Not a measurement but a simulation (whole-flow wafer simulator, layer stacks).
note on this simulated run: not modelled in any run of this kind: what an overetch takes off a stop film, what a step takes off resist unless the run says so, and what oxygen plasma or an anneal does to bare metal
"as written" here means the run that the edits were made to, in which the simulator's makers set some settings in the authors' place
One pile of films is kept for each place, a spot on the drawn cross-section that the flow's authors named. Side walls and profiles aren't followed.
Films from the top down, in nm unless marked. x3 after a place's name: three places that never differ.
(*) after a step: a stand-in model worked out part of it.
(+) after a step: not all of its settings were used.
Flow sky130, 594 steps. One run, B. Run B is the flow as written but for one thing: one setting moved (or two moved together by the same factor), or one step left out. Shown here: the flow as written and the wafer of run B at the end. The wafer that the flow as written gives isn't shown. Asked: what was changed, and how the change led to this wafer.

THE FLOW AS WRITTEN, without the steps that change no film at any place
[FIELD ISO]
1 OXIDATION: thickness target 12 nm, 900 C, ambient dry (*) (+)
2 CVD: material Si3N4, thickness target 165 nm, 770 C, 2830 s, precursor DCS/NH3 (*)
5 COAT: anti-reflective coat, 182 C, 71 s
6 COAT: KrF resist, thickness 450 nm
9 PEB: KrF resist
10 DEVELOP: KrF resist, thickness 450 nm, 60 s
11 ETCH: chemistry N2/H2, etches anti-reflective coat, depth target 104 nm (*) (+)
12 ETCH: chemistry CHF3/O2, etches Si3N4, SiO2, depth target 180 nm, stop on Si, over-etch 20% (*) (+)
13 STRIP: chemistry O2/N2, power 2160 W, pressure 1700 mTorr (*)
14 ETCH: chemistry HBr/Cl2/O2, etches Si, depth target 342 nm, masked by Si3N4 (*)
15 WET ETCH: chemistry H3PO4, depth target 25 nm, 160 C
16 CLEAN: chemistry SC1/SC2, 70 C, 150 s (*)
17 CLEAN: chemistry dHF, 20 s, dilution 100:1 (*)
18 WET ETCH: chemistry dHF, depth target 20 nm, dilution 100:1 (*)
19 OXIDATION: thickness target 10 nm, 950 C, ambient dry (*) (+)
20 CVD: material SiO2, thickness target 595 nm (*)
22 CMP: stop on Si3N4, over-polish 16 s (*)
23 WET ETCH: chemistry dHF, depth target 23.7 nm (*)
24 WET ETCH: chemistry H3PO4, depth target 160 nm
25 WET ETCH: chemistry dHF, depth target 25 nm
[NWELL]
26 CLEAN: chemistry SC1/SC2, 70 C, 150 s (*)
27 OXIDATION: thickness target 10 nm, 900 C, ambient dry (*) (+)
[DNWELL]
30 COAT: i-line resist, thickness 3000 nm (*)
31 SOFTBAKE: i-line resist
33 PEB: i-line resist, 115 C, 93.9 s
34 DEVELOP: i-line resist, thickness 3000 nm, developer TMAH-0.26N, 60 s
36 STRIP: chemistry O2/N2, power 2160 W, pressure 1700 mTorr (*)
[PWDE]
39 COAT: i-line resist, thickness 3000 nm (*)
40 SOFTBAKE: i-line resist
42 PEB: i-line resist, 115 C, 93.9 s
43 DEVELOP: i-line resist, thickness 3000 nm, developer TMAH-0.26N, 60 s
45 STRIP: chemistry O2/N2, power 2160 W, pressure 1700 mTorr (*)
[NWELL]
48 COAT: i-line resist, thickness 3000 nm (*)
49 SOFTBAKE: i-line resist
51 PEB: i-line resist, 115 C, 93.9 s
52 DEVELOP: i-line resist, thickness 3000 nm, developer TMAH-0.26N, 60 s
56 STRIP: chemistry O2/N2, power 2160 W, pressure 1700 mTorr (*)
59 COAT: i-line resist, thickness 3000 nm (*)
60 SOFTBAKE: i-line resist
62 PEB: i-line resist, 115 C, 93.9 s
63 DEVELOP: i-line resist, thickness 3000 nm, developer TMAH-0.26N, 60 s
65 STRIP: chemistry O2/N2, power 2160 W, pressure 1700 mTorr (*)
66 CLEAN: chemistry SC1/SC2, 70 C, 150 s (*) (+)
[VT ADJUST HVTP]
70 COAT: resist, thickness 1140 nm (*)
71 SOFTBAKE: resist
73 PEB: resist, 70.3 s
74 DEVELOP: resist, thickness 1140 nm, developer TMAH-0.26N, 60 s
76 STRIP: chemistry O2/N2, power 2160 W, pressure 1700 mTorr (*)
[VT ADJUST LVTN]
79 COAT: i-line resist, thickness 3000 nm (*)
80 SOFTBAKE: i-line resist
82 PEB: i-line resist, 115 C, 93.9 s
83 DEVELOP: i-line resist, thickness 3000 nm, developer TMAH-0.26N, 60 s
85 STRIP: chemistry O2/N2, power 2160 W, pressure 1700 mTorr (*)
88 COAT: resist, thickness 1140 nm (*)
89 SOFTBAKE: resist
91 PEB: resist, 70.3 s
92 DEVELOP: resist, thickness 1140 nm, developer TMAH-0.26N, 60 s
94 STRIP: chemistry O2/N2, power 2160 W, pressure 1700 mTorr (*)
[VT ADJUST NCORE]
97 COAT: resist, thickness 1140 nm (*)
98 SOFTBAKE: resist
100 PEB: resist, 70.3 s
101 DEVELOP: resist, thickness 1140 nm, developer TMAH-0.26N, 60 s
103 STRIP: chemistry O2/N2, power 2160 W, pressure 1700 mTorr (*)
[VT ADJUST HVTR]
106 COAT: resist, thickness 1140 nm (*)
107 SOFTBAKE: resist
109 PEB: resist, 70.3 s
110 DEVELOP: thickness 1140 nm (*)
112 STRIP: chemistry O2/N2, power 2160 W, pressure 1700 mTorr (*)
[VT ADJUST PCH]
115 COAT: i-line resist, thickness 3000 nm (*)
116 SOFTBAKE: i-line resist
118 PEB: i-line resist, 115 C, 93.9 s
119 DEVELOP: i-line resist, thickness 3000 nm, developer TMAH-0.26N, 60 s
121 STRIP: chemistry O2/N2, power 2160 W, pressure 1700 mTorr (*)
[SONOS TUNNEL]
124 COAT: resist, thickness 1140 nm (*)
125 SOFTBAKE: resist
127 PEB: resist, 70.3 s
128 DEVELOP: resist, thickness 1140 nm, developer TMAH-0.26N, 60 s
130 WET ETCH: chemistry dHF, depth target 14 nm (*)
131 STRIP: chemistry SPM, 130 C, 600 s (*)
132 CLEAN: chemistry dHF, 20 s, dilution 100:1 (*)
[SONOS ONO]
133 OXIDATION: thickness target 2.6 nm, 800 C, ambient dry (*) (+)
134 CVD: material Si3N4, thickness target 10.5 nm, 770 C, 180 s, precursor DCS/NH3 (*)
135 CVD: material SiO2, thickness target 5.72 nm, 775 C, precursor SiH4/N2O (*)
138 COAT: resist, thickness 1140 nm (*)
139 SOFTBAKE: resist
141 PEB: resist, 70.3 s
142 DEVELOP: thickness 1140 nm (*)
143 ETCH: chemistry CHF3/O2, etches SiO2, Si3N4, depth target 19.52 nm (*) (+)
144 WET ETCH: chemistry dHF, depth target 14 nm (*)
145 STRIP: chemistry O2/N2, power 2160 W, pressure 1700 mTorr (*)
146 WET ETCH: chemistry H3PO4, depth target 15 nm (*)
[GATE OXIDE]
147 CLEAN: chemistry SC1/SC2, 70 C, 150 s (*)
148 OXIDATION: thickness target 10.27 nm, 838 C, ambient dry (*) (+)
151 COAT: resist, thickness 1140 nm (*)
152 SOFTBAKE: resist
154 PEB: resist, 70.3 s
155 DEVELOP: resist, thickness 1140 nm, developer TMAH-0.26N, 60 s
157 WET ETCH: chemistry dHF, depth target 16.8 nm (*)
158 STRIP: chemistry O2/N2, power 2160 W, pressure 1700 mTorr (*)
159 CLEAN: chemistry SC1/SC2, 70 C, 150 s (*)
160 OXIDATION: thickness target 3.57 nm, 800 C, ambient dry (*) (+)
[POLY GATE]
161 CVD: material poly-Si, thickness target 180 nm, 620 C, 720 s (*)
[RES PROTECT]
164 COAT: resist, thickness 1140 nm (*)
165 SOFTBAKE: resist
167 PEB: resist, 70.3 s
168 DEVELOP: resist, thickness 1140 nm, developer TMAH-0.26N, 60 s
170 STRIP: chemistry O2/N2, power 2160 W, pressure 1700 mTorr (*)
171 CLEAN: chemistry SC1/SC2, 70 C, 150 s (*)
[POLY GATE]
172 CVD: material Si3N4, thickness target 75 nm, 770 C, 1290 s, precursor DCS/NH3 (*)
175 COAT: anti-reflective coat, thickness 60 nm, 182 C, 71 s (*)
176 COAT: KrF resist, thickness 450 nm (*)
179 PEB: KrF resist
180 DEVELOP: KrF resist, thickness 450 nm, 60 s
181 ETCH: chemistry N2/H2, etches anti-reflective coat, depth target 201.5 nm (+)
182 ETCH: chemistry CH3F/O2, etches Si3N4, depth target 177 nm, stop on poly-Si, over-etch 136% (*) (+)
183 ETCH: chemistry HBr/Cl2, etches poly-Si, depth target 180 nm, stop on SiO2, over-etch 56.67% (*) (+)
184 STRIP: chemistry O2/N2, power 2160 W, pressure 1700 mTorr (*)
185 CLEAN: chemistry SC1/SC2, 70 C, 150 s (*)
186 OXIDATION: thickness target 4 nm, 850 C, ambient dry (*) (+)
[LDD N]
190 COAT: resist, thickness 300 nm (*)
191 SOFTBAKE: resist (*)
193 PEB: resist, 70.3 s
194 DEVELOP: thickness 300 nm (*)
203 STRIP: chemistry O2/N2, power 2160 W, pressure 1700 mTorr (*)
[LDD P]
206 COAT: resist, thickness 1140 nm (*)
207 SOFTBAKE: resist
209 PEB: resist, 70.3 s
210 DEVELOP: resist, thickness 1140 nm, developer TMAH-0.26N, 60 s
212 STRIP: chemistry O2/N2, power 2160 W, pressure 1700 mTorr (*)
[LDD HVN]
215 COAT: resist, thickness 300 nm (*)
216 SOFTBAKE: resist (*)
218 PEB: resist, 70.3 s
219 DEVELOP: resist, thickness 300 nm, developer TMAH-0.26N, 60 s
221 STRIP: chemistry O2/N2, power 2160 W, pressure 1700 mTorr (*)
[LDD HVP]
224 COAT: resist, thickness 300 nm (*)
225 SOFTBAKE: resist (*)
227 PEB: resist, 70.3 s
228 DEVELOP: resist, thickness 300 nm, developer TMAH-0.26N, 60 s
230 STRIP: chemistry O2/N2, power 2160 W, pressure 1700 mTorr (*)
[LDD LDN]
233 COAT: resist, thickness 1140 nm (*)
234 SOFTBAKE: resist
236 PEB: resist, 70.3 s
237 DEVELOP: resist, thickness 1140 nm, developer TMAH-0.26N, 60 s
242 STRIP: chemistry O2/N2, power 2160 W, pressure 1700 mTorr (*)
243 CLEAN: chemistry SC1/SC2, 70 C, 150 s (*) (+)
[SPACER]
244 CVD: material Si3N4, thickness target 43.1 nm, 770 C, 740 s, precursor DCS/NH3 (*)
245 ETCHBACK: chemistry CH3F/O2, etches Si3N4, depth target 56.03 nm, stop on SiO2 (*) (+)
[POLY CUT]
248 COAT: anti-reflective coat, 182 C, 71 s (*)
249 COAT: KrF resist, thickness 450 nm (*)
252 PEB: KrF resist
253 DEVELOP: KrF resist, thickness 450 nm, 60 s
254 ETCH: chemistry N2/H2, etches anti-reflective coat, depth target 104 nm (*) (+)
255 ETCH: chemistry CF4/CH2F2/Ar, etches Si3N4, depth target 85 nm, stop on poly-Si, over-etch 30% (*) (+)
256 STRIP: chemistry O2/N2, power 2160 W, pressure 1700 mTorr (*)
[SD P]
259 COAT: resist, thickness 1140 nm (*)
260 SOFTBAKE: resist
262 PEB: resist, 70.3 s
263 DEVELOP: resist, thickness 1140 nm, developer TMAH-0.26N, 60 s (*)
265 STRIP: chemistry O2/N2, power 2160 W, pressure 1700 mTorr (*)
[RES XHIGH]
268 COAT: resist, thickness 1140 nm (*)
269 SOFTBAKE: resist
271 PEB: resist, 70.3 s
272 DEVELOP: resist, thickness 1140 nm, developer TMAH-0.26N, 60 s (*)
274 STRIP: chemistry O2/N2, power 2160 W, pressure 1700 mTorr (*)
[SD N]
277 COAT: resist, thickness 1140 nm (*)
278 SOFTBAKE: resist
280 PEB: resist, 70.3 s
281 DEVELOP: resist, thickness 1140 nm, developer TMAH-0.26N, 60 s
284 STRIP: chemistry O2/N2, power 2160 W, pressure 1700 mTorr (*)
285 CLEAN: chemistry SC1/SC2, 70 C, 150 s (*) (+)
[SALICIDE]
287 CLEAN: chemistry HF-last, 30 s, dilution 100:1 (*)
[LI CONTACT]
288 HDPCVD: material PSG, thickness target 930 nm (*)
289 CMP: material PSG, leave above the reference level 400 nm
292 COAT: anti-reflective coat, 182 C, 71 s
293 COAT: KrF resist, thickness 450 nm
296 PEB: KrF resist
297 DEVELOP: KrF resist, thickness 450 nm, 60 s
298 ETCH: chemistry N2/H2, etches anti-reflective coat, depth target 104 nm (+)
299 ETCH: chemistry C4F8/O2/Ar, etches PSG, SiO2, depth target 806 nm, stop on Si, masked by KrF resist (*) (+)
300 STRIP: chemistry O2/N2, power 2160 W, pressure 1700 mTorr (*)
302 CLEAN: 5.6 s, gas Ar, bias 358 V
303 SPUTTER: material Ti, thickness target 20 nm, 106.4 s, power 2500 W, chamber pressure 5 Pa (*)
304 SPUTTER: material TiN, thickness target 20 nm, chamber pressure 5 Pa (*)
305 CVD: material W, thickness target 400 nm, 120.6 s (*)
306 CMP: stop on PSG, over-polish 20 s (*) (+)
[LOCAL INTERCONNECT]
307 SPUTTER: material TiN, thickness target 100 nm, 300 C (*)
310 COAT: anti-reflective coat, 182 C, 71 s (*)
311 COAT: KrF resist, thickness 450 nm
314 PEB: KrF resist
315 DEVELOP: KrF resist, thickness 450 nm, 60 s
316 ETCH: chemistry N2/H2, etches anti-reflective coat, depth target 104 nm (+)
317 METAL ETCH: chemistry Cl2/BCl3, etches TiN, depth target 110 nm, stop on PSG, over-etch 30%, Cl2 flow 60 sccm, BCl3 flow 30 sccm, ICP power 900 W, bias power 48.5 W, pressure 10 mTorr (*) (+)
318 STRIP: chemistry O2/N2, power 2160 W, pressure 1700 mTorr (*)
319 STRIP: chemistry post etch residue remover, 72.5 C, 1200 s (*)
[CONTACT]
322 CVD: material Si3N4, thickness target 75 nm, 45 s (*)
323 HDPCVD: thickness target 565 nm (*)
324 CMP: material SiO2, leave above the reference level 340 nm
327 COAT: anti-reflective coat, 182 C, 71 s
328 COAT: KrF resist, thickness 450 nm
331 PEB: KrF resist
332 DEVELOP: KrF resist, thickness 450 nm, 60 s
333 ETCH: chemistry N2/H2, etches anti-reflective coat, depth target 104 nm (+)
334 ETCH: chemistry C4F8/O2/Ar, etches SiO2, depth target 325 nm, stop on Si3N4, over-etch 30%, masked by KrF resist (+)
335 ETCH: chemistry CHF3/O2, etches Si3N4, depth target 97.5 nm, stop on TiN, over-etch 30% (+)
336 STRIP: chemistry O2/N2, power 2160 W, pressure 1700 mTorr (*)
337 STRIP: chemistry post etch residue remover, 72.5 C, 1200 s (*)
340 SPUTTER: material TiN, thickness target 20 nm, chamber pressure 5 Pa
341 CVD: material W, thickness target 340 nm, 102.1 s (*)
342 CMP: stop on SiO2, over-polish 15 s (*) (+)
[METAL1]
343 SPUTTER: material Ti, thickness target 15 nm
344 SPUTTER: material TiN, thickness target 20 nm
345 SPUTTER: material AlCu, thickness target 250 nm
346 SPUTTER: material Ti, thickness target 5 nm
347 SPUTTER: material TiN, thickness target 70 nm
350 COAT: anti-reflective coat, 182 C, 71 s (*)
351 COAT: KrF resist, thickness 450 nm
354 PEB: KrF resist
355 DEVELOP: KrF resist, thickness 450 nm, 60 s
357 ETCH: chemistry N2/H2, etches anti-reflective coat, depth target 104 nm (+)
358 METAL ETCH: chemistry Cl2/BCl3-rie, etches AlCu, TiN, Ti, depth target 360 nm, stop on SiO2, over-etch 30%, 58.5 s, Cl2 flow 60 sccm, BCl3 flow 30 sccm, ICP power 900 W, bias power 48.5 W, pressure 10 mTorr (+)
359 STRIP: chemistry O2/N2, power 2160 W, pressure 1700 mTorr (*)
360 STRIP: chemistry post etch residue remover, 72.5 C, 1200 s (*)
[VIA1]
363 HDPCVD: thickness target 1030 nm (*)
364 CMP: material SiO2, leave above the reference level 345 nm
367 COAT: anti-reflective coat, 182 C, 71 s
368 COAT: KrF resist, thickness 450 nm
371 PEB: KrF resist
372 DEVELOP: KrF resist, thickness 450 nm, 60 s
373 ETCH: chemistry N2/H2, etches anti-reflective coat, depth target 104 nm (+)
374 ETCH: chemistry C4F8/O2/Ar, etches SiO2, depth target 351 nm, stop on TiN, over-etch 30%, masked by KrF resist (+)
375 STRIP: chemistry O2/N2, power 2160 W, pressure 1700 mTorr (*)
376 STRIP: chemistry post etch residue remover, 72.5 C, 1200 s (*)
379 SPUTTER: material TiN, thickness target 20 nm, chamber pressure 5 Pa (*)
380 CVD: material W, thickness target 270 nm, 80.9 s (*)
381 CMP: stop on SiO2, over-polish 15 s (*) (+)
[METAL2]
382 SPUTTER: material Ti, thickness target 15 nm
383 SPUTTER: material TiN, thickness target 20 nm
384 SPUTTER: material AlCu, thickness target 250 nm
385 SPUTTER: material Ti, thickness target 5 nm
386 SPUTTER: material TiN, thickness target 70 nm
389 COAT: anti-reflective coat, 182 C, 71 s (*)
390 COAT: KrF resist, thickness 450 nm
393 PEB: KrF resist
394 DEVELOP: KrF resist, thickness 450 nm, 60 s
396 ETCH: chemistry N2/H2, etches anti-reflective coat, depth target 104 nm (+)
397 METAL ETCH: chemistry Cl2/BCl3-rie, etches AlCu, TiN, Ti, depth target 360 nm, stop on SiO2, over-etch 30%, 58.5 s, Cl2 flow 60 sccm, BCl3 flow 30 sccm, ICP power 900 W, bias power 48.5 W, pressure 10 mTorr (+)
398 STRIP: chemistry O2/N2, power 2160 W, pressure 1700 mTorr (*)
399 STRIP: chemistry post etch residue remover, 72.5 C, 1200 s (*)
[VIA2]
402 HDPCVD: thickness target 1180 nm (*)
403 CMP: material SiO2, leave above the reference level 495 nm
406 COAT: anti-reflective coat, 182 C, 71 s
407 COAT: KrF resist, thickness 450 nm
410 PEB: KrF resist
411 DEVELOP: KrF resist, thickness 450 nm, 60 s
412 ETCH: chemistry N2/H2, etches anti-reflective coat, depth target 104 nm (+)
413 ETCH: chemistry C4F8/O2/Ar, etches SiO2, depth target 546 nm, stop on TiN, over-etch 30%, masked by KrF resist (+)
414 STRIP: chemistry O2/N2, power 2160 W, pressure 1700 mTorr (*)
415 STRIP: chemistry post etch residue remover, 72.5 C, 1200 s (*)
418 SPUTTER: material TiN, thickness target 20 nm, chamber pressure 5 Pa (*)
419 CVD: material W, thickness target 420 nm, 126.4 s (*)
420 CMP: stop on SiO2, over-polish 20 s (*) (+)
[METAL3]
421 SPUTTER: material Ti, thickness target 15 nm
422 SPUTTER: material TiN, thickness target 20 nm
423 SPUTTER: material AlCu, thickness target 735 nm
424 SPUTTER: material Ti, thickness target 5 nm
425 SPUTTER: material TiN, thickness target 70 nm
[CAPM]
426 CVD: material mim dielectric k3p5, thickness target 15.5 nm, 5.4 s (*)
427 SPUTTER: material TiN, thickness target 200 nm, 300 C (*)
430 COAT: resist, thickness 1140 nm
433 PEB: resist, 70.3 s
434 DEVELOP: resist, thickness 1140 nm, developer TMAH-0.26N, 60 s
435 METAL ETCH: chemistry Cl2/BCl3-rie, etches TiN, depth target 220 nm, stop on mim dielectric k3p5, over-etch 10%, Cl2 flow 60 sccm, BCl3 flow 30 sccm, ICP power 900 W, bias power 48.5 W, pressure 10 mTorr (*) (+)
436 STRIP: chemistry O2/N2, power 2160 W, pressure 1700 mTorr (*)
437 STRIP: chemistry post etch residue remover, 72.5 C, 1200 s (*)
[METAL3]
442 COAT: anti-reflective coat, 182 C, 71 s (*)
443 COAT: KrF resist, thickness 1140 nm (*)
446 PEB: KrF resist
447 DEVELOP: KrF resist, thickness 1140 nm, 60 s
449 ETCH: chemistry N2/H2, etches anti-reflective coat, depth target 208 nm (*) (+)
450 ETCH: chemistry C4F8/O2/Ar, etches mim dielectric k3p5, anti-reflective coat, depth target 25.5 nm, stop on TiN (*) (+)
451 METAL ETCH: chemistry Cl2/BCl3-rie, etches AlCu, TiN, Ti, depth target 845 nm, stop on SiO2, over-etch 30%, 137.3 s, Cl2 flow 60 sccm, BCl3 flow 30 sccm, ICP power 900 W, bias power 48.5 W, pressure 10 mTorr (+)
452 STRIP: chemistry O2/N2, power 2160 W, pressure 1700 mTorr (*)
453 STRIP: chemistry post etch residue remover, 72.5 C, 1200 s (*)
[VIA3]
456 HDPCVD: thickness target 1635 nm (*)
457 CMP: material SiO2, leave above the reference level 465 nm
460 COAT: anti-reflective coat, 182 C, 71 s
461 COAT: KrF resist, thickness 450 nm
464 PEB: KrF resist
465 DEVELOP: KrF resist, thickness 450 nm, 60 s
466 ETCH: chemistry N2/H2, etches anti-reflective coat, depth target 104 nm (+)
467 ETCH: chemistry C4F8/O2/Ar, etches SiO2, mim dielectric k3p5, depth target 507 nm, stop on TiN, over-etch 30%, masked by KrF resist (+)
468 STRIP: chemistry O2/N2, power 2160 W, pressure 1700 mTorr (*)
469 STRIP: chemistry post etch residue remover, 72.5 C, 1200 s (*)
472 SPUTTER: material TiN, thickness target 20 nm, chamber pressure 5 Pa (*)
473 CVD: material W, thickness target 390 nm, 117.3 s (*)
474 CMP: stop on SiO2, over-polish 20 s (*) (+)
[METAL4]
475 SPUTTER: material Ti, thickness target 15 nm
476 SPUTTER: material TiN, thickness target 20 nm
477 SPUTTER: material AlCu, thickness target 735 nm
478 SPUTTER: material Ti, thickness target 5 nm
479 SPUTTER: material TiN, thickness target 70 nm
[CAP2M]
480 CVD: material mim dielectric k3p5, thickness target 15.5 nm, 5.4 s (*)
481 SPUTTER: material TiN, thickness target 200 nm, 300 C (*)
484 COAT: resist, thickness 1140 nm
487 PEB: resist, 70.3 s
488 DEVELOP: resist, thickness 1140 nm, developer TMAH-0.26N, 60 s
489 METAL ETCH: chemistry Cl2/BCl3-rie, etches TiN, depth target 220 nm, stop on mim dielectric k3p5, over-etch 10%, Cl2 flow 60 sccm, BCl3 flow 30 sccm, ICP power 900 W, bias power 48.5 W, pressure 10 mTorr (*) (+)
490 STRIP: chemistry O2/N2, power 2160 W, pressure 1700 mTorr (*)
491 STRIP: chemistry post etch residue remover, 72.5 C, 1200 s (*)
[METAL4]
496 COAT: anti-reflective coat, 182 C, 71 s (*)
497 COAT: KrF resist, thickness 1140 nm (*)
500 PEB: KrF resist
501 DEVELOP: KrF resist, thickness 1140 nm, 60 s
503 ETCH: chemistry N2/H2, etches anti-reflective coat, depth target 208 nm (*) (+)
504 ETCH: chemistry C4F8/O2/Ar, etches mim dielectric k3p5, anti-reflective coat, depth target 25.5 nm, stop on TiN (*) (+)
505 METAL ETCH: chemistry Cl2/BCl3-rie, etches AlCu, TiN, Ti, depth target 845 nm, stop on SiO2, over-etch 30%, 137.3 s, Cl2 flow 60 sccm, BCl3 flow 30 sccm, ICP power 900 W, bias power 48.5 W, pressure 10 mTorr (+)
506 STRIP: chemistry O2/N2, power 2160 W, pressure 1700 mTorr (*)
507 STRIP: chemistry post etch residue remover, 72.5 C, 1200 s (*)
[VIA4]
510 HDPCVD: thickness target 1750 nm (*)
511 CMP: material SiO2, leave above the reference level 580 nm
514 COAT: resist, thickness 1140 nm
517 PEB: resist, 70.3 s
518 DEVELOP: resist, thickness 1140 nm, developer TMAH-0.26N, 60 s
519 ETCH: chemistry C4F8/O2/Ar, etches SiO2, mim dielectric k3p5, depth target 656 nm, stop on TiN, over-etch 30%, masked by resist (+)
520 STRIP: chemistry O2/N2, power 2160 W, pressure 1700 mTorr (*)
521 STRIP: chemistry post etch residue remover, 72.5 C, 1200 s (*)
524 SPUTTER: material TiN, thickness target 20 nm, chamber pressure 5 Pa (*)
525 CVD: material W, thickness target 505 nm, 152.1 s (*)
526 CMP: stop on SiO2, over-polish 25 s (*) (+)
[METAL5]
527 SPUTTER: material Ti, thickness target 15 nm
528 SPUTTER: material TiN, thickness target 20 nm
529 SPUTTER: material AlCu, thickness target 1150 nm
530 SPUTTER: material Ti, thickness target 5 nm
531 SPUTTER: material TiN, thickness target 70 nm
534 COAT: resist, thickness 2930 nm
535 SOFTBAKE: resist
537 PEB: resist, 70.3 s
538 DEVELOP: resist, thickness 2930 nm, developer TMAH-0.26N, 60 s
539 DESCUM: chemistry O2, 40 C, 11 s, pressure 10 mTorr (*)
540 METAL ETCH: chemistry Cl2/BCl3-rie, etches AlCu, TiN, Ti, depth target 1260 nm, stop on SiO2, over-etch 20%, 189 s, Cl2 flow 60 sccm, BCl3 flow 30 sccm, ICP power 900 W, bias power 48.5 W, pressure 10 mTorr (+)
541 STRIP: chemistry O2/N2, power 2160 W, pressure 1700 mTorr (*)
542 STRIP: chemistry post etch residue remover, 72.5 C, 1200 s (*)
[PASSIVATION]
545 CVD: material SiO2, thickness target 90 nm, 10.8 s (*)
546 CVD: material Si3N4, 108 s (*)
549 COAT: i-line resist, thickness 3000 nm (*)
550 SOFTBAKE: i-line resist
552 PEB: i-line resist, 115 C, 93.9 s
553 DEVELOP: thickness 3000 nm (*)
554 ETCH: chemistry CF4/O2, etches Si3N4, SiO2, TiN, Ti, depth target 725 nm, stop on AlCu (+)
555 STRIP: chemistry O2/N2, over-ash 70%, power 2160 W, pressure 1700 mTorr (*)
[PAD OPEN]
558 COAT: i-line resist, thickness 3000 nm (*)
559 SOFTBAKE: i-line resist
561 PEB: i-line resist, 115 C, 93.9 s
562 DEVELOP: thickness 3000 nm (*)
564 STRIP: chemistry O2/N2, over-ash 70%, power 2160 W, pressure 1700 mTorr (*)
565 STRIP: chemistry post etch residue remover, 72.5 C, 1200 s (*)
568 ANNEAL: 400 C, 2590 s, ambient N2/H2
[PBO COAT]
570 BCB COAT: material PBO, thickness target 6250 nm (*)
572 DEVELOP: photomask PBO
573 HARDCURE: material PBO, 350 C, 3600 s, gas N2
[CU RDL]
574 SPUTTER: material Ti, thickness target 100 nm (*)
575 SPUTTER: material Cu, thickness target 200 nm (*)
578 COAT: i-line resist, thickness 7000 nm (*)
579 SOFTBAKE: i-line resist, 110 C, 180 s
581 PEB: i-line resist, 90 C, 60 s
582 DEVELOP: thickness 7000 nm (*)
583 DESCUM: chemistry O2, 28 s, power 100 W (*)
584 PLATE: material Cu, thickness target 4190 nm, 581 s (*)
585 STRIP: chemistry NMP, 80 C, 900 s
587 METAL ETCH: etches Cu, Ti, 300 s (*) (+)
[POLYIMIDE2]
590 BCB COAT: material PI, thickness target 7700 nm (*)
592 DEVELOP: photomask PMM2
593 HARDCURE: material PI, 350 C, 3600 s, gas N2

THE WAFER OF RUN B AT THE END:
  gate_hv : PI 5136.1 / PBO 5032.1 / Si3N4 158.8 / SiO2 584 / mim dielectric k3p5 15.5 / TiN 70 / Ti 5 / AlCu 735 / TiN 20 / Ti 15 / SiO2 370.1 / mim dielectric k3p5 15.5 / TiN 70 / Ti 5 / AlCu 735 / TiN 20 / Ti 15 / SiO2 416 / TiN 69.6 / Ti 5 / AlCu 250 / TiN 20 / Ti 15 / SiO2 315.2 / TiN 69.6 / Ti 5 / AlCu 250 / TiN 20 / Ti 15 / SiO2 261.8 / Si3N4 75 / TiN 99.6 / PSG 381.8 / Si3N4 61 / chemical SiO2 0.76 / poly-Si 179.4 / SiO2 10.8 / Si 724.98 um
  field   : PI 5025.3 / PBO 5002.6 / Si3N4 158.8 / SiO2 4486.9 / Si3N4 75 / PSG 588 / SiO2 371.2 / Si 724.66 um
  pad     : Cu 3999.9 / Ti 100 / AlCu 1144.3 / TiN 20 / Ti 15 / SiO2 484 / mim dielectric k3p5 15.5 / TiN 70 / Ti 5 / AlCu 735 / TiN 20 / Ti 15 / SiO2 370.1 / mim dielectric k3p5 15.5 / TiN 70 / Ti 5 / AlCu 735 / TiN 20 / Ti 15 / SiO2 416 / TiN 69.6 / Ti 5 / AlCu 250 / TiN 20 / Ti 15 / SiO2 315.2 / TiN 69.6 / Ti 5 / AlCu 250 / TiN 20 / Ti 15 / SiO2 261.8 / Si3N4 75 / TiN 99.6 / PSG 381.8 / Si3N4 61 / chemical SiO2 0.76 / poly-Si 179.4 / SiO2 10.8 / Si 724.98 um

The cause: step 364, CMP: leave above the reference level 393 nm was run, where the flow has leave above the reference level 345 nm.

How the change led to this, step by step:
  364 CMP: material SiO2, leave above the reference level 345 nm
      n_well, p_well, gate_hv and 100 more: SiO2 -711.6 (as written it would be: SiO2 -759.6)
      field, active, gate and 81 more: SiO2 -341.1 (as written it would be: SiO2 -389.1)
      (and at 4 more places)
  374 ETCH: chemistry C4F8/O2/Ar, etches SiO2, depth target 351 nm, stop on TiN, over-etch 30%, masked by KrF resist (+)
      m1, via1_hole: SiO2 -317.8 (all of it) (as written it would be: SiO2 -269.8 (all of it))
  379 SPUTTER: material TiN, thickness target 20 nm, chamber pressure 5 Pa (*)
      m1: TiN +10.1 (as written it would be: TiN +11)
      via1_hole: TiN +10.1 (as written it would be: TiN +10.9)
  380 CVD: material W, thickness target 270 nm, 80.9 s (*)
      m1: W +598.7 (new film) (as written it would be: W +549.9 (new film))
      via1_hole: W +598.8 (new film) (as written it would be: W +549.9 (new film))
